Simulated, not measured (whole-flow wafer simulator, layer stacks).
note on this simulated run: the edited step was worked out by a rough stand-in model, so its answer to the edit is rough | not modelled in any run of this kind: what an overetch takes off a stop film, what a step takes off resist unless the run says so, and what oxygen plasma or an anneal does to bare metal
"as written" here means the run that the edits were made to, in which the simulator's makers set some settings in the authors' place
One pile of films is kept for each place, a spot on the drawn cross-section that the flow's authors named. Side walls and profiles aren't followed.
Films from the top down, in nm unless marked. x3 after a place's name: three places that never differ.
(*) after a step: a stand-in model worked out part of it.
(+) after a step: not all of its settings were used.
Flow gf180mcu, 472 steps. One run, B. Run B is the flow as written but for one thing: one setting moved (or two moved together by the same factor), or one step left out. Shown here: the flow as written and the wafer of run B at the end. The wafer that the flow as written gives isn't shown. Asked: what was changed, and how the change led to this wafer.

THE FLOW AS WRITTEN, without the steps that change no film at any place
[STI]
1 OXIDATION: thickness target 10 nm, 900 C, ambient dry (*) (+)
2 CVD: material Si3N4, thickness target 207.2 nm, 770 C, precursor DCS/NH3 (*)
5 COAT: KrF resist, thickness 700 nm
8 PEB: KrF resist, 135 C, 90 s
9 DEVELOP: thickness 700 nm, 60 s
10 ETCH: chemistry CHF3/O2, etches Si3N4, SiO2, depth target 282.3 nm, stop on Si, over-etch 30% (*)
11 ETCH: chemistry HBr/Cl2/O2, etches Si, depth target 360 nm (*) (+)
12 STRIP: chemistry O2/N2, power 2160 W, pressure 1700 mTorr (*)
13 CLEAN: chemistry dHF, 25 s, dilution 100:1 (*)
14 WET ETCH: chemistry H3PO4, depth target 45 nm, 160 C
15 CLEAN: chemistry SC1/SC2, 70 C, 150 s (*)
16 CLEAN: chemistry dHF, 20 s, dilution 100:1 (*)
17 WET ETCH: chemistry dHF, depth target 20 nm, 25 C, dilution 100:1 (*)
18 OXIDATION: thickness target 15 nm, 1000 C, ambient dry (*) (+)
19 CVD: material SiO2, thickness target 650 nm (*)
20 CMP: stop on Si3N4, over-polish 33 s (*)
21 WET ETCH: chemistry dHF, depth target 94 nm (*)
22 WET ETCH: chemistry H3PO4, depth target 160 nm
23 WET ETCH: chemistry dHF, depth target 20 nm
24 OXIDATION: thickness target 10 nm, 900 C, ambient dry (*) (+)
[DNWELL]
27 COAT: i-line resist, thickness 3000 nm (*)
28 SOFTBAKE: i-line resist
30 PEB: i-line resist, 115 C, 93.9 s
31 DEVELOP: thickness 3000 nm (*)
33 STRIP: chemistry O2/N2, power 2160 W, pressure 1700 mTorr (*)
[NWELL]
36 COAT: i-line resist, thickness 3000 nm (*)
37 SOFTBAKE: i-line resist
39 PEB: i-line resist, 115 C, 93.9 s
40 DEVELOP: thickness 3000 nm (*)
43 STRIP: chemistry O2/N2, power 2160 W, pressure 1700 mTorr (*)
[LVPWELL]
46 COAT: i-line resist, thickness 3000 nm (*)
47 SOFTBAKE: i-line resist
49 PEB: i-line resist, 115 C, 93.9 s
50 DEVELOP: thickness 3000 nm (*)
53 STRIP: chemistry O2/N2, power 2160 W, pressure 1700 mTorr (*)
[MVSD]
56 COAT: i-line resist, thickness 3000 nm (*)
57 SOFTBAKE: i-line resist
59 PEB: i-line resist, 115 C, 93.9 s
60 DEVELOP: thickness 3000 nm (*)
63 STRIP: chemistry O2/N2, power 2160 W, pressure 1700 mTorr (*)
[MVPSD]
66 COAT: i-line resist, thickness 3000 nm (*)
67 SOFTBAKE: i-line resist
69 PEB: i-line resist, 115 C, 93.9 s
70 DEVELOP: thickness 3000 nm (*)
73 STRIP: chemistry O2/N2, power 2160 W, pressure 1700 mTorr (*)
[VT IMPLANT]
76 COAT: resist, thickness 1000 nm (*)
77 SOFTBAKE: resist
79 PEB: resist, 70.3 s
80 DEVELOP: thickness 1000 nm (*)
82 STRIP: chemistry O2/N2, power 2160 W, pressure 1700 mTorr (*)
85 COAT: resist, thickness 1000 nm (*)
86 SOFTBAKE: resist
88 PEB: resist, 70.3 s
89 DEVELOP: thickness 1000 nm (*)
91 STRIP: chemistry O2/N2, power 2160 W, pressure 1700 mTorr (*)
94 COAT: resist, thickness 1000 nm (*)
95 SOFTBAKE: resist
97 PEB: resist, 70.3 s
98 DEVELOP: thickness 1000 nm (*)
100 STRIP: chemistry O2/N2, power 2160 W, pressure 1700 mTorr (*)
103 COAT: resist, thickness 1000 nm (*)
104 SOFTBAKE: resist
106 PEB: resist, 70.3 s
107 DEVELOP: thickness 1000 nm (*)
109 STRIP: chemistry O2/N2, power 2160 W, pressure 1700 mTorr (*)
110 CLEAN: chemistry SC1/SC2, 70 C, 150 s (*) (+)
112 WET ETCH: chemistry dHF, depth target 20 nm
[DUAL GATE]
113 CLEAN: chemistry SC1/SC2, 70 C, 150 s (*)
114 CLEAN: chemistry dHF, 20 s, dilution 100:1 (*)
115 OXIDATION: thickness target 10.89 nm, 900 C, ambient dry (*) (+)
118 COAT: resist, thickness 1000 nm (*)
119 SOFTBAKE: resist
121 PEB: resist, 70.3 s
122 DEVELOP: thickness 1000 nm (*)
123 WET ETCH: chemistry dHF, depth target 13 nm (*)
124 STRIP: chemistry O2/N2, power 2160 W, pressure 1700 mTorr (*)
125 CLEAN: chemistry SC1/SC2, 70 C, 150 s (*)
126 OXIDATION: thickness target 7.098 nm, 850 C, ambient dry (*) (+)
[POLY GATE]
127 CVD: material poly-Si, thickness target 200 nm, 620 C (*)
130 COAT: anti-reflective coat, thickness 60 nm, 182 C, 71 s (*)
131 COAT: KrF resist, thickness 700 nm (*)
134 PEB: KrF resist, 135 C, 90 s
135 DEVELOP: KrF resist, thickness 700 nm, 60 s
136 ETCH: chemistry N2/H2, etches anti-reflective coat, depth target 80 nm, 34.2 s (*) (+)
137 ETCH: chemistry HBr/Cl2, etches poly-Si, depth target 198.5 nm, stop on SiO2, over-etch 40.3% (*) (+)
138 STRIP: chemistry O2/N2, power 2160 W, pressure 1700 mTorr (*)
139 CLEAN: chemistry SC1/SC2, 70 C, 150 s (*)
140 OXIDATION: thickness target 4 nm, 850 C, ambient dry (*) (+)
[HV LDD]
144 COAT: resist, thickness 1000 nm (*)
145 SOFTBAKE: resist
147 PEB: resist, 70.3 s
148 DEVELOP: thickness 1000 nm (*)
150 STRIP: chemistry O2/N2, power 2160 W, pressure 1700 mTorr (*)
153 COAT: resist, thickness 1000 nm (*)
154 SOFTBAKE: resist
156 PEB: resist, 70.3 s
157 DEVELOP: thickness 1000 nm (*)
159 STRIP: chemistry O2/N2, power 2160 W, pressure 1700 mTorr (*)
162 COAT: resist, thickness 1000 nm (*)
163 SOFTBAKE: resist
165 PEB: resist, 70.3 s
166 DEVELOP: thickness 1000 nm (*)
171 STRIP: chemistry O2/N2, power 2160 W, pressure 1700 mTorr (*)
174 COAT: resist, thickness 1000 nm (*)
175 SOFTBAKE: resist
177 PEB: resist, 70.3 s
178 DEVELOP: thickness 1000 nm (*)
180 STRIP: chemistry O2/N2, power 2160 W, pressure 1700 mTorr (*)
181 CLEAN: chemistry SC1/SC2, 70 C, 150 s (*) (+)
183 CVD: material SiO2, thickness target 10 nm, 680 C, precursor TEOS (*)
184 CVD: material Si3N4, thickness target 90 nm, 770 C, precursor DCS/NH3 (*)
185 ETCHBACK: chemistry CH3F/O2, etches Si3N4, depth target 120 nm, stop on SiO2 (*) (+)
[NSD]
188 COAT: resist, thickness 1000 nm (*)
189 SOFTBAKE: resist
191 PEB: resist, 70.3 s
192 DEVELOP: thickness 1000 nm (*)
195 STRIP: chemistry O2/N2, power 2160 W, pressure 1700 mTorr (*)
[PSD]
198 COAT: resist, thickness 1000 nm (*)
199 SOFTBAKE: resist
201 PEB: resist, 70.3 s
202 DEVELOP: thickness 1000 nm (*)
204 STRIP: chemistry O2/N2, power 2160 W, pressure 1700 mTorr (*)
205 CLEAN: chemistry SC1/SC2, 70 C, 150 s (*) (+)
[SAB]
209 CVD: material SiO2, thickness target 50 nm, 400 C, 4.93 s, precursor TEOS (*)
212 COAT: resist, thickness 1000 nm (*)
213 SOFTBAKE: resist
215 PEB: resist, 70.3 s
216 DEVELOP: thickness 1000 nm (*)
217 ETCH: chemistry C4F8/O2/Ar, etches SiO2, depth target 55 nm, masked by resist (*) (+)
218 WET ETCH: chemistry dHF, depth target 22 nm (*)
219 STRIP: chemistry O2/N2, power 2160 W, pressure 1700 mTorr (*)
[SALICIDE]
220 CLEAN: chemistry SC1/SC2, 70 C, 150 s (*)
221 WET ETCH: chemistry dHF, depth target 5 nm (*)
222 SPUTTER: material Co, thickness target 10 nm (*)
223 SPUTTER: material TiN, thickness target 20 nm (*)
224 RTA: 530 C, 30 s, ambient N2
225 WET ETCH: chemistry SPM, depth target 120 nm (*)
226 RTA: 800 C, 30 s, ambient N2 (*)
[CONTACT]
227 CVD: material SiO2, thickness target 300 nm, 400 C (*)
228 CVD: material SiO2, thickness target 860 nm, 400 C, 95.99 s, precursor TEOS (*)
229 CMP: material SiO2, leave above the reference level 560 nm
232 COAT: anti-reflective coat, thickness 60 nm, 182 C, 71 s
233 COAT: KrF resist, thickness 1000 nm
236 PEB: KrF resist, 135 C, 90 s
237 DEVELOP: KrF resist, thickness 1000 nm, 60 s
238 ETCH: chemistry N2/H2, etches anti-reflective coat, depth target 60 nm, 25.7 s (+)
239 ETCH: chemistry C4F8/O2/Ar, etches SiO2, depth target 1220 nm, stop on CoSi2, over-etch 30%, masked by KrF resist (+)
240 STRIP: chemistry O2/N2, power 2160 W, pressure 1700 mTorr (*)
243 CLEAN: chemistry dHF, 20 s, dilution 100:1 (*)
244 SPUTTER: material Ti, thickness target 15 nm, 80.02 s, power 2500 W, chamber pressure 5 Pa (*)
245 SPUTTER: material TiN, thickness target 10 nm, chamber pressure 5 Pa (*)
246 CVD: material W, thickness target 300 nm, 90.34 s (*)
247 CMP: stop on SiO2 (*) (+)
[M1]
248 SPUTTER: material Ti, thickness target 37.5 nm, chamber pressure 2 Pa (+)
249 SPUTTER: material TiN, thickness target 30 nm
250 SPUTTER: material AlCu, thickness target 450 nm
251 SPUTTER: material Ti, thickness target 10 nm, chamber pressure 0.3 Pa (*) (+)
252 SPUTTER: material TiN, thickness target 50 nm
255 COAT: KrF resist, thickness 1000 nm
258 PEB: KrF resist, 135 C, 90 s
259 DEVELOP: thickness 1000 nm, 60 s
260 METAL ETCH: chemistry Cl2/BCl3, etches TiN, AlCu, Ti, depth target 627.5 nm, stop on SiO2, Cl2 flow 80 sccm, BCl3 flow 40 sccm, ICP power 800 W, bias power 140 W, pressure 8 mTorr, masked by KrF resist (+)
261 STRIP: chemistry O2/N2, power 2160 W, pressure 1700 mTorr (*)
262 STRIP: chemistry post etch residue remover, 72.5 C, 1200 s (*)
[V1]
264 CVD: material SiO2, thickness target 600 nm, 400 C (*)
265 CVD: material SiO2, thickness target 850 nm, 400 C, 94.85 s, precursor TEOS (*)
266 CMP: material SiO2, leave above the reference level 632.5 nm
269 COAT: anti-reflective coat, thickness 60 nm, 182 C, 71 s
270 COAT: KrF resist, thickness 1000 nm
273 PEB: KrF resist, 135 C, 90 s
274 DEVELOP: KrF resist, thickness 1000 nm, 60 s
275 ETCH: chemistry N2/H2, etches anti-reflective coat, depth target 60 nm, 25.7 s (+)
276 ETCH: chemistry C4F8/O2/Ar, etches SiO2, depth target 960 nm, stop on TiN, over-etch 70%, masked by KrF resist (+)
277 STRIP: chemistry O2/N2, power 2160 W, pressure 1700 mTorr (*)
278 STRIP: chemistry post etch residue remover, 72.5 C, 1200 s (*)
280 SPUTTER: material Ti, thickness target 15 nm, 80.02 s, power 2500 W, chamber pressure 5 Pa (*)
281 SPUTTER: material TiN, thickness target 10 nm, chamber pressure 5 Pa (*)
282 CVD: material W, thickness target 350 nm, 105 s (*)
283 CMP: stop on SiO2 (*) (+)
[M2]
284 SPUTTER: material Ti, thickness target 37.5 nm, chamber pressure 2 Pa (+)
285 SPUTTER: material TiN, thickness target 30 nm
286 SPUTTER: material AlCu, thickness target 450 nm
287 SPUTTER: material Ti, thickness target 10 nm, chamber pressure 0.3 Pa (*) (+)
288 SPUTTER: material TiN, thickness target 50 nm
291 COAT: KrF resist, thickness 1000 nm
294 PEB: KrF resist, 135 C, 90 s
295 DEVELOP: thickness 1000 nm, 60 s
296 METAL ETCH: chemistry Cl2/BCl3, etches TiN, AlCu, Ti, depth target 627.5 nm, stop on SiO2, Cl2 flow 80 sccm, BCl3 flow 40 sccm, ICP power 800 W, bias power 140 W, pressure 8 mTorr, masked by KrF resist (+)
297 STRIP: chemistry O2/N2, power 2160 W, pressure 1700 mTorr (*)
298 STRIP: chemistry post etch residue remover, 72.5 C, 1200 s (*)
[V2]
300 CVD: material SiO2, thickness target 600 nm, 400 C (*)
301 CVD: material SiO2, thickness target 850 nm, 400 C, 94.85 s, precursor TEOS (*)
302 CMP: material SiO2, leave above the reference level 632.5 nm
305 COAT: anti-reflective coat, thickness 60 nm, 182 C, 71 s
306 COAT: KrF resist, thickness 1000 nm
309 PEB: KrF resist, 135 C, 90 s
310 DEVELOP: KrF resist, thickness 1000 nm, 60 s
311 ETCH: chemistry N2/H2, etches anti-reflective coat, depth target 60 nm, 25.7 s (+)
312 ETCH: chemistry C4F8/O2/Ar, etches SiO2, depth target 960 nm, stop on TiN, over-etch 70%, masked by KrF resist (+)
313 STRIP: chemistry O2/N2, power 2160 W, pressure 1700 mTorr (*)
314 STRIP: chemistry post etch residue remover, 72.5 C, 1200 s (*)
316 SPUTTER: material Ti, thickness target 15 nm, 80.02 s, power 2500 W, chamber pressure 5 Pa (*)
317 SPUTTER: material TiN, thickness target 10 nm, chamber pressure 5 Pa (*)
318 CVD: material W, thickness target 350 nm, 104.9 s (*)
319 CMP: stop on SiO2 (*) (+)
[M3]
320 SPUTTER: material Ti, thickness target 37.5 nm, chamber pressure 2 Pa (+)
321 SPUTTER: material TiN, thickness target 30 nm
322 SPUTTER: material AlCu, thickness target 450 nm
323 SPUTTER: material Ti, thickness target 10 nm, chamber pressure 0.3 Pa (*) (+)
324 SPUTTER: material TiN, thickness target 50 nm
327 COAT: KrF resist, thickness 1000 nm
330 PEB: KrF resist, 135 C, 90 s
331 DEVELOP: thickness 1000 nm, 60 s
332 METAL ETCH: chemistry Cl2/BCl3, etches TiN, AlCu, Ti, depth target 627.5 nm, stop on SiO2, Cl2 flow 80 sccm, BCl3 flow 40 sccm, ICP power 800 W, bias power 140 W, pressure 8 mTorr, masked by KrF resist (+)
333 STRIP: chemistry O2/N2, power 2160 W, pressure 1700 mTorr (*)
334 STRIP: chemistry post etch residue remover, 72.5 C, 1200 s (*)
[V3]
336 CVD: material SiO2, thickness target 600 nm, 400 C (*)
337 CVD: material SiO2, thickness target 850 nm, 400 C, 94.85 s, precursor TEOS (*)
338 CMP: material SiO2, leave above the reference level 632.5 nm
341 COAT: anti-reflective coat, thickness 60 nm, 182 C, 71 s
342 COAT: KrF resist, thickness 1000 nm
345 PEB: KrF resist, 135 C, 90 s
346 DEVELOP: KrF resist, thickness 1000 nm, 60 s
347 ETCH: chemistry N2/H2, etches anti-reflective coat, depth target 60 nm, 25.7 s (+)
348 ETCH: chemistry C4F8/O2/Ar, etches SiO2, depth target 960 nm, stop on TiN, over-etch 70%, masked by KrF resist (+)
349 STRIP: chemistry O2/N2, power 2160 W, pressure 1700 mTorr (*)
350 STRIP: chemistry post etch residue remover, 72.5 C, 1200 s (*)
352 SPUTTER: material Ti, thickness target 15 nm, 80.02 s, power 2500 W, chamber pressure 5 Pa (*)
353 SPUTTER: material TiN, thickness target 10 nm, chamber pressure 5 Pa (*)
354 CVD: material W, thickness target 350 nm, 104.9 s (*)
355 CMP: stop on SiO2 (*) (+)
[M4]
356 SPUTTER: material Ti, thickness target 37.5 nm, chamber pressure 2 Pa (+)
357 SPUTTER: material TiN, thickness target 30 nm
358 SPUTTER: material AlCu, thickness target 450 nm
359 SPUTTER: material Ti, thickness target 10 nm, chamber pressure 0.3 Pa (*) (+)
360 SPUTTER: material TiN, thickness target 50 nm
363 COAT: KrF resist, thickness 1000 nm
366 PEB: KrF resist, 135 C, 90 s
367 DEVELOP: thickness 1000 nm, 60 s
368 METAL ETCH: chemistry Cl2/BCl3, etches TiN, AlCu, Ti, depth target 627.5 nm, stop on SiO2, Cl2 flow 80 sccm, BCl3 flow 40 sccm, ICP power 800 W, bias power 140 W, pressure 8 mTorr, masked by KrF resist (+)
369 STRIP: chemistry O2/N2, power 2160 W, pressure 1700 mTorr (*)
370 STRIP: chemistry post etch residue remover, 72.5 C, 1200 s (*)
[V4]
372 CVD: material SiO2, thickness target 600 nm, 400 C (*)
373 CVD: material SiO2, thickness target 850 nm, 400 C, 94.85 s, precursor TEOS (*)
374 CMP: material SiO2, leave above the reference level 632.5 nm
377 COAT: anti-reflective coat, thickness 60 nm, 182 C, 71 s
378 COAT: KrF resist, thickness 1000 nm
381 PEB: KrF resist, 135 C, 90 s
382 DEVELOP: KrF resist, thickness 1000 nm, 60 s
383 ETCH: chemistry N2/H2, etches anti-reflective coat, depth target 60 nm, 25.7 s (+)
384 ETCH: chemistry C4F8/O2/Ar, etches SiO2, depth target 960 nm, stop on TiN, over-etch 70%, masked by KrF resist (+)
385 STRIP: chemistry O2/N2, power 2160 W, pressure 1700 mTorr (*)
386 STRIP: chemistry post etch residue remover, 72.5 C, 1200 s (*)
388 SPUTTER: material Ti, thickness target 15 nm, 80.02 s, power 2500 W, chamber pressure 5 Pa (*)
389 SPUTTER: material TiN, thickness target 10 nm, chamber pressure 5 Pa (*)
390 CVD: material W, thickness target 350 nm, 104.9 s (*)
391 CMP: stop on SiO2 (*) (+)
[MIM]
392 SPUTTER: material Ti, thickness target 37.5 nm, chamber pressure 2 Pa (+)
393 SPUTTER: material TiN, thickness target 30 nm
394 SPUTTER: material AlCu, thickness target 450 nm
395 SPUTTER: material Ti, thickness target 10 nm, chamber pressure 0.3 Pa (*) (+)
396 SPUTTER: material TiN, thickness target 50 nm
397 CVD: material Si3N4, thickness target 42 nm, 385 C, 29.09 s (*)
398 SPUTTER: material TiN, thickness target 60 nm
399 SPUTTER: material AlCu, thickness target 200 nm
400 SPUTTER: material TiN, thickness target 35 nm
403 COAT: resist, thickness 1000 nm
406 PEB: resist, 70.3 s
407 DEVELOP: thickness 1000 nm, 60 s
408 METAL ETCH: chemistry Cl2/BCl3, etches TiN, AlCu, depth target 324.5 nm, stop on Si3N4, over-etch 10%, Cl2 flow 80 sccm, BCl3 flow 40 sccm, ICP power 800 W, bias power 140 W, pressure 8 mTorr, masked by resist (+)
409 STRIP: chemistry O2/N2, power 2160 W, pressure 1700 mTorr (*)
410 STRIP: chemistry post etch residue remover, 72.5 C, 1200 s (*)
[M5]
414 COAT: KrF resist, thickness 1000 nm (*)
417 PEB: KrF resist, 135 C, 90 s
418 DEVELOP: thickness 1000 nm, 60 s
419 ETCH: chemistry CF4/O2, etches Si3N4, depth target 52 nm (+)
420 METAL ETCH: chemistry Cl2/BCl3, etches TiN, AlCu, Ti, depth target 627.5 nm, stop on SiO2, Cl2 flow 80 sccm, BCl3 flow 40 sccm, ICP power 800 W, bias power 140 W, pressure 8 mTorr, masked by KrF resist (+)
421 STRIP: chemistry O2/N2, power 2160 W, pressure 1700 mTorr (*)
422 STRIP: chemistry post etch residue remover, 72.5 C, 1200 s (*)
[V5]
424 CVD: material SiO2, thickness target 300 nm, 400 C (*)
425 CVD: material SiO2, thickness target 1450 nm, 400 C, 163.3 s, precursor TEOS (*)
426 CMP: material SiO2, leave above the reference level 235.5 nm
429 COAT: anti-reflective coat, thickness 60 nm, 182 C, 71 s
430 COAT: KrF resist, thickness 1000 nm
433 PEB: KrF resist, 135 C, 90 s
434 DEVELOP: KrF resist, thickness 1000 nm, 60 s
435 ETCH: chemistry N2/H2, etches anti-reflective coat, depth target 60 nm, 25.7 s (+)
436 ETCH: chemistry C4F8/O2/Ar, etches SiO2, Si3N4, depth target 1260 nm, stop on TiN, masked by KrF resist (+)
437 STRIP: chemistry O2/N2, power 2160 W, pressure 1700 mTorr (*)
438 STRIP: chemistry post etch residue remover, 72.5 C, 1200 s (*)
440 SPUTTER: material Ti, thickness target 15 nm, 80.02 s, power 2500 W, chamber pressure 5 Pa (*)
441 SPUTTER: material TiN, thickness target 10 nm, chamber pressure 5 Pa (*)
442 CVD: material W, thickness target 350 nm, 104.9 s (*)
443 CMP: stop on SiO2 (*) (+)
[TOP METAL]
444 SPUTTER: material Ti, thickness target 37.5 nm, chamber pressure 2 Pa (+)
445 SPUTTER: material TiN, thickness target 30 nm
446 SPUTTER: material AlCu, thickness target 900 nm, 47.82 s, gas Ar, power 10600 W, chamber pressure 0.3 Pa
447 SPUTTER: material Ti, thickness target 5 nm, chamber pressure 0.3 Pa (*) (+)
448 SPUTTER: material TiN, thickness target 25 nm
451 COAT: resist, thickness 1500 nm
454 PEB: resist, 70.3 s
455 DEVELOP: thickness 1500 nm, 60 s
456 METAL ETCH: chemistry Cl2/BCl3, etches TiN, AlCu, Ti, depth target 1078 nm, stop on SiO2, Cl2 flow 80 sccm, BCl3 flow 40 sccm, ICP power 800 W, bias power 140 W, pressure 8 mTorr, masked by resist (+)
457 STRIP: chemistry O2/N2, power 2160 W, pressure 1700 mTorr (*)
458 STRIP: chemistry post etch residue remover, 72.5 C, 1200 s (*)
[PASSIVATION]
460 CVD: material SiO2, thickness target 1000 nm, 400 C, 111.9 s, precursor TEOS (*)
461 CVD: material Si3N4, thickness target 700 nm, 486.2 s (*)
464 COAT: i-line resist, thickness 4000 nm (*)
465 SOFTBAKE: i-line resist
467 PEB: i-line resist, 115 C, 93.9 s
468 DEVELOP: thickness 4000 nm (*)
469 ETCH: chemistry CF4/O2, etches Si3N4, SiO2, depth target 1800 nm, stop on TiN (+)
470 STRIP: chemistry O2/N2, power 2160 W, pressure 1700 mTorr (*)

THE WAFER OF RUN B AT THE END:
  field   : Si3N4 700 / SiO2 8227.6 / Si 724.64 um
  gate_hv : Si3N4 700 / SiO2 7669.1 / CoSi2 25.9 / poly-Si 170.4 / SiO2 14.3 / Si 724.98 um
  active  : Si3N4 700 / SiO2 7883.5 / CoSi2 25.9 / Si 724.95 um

The cause: step 222, SPUTTER: thickness target 7.4 nm was run, where the flow has thickness target 10 nm.

How the change led to this, step by step:
  222 SPUTTER: material Co, thickness target 10 nm (*)
      field, field__w7, field__w8 and 71 more: Co +7.4 (new film) (as written it would be: Co +10 (new film))
      field__w6, field_sub, field_sub__w2: Co +7.36 (new film) (as written it would be: Co +9.95 (new film))
      (and at 34 more places)
  224 RTA: 530 C, 30 s, ambient N2
      gate, gate_hv, gate_p and 22 more: under 1 film: CoSi +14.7 (new film), Co -7.4 (all of it), poly-Si -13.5 (as written it would be: under 1 film: CoSi +19.9 (new film), Co -10 (all of it), poly-Si -18.2)
      active, p_well, sd_n and 11 more: under 1 film: CoSi +14.7 (new film), Co -7.4 (all of it), Si -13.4 (as written it would be: under 1 film: CoSi +19.9 (new film), Co -10 (all of it), Si -18.1)
      (and at 10 more places)
  225 WET ETCH: chemistry SPM, depth target 120 nm (*)
      field, field__w7, field__w8 and 32 more: TiN -20 (all of it), Co -7.4 (all of it) (as written it would be: TiN -20 (all of it), Co -10 (all of it))
      field_sub, field_sub__w2: TiN -19.9 (all of it), Co -7.36 (all of it) (as written it would be: TiN -19.9 (all of it), Co -9.95 (all of it))
      (and at 25 more places)
  226 RTA: 800 C, 30 s, ambient N2 (*)
      gate, gate_hv, gate_p and 22 more: CoSi2 +25.9 (new film), CoSi -14.7 (all of it), poly-Si -13.5 (as written it would be: CoSi2 +35 (new film), CoSi -19.9 (all of it), poly-Si -18.2)
      active, p_well, sd_n and 11 more: CoSi2 +25.9 (new film), CoSi -14.7 (all of it), Si -13.4 (as written it would be: CoSi2 +35 (new film), CoSi -19.9 (all of it), Si -18.1)
      (and at 10 more places)
